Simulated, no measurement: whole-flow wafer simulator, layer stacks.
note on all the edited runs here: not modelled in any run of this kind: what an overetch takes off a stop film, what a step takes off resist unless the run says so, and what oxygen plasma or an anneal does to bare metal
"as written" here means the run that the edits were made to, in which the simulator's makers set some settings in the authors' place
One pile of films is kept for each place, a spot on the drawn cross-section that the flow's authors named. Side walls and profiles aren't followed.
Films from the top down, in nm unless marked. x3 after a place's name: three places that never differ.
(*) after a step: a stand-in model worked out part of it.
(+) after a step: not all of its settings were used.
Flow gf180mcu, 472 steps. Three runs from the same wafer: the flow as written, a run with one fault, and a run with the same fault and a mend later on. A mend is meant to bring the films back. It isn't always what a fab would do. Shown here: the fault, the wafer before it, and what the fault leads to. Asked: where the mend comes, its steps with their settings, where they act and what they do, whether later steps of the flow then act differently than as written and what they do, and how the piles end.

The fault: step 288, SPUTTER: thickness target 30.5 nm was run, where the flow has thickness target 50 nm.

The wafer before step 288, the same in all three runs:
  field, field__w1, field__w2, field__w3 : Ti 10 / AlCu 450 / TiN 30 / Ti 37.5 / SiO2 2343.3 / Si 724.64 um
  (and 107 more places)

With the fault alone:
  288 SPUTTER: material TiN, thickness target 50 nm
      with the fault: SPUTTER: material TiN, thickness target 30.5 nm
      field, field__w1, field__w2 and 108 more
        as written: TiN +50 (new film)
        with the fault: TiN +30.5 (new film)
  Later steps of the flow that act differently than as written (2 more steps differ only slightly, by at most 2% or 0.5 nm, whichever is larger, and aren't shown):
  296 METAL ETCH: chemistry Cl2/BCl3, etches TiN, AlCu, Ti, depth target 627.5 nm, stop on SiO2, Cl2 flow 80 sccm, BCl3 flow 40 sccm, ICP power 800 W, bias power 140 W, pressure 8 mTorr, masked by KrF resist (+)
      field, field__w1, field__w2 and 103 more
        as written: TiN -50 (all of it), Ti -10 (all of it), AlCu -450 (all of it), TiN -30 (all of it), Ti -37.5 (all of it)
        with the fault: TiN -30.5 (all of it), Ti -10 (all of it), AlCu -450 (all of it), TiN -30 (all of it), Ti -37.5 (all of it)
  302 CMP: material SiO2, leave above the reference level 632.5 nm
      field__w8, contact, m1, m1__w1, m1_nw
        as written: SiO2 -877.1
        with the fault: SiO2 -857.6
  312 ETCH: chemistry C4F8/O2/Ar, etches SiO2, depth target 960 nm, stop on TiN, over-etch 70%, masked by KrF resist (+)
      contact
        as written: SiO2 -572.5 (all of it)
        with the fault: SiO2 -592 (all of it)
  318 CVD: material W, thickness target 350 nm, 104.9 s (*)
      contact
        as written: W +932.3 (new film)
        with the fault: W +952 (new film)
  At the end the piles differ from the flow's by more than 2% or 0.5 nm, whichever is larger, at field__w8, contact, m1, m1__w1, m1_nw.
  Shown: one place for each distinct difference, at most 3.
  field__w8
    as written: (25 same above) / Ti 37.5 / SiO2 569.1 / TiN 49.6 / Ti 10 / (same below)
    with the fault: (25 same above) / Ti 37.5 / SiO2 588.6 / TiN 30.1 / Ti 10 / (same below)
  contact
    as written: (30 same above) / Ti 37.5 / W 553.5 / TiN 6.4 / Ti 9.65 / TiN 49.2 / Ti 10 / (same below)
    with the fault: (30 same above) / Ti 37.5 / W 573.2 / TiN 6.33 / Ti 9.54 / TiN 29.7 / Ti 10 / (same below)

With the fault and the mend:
  The mend comes after step 288.
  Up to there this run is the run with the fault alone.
  288a SPUTTER: material TiN, thickness target 19.5 nm (the flow's step 288 once more, with other settings)
      field, field__w1, field__w2 and 108 more
        TiN +19.5
  No later step of the flow acts differently than as written at any place that is followed.
  At the end the piles are the same as the flow's at every place that both follow.
